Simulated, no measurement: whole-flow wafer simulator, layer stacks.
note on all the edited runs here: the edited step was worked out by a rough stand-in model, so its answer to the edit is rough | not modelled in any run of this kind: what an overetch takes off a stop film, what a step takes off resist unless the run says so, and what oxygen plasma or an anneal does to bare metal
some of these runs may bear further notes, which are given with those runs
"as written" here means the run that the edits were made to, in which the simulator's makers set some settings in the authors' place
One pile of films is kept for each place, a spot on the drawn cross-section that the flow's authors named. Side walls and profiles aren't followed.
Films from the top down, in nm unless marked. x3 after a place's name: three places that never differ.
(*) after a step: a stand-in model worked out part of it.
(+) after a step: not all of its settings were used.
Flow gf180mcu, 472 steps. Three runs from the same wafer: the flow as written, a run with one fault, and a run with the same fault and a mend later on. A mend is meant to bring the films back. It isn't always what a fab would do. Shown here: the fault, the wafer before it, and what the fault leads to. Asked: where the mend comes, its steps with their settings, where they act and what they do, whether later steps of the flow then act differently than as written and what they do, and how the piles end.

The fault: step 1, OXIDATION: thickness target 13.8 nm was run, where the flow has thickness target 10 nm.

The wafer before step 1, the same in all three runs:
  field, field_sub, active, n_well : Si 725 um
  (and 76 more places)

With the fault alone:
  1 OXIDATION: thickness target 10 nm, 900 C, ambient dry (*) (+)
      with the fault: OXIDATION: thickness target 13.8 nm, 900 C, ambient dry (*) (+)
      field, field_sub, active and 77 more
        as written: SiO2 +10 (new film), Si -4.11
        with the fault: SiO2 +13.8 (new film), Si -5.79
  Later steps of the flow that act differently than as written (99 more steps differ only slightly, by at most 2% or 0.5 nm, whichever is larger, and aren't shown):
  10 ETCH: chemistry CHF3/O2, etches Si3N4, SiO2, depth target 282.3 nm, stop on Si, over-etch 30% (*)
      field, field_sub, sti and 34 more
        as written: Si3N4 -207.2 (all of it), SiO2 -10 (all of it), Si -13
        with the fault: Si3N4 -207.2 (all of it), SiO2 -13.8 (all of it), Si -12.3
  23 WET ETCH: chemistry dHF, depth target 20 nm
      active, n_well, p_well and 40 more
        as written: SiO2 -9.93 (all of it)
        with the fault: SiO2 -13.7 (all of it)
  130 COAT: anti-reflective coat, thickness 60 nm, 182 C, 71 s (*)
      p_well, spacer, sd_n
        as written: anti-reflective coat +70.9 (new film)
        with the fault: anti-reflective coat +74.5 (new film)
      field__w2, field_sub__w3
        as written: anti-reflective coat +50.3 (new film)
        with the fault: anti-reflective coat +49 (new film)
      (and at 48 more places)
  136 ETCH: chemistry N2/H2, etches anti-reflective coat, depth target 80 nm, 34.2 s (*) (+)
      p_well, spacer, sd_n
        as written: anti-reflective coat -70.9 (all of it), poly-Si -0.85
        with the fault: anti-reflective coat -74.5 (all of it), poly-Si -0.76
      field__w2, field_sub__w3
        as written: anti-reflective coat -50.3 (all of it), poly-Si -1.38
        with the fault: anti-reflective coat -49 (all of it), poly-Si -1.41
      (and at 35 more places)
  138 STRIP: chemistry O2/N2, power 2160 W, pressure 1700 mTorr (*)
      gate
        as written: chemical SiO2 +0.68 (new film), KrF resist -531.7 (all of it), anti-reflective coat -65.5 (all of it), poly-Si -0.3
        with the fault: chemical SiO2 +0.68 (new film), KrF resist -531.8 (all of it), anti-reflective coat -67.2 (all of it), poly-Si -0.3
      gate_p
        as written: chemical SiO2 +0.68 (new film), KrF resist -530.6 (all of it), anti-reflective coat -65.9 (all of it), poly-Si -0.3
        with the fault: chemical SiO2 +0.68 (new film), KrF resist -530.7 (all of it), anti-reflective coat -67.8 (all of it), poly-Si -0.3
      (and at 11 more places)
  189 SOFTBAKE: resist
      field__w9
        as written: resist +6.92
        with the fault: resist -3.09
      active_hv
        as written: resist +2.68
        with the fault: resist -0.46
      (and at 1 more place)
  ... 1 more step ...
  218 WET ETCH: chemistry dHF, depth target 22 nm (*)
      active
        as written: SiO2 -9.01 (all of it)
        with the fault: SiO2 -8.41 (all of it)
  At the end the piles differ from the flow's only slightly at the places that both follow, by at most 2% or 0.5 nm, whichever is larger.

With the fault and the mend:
  The mend comes after step 1.
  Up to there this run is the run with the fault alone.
  1a WET ETCH: chemistry dHF, depth target 3.8 nm, 25 C, dilution 100:1
      field, field_sub, active and 77 more
        SiO2 -3.8
  No later step of the flow acts differently than as written at any place that is followed.
  At the end the piles differ from the flow's only slightly at the places that both follow, by at most 2% or 0.5 nm, whichever is larger.
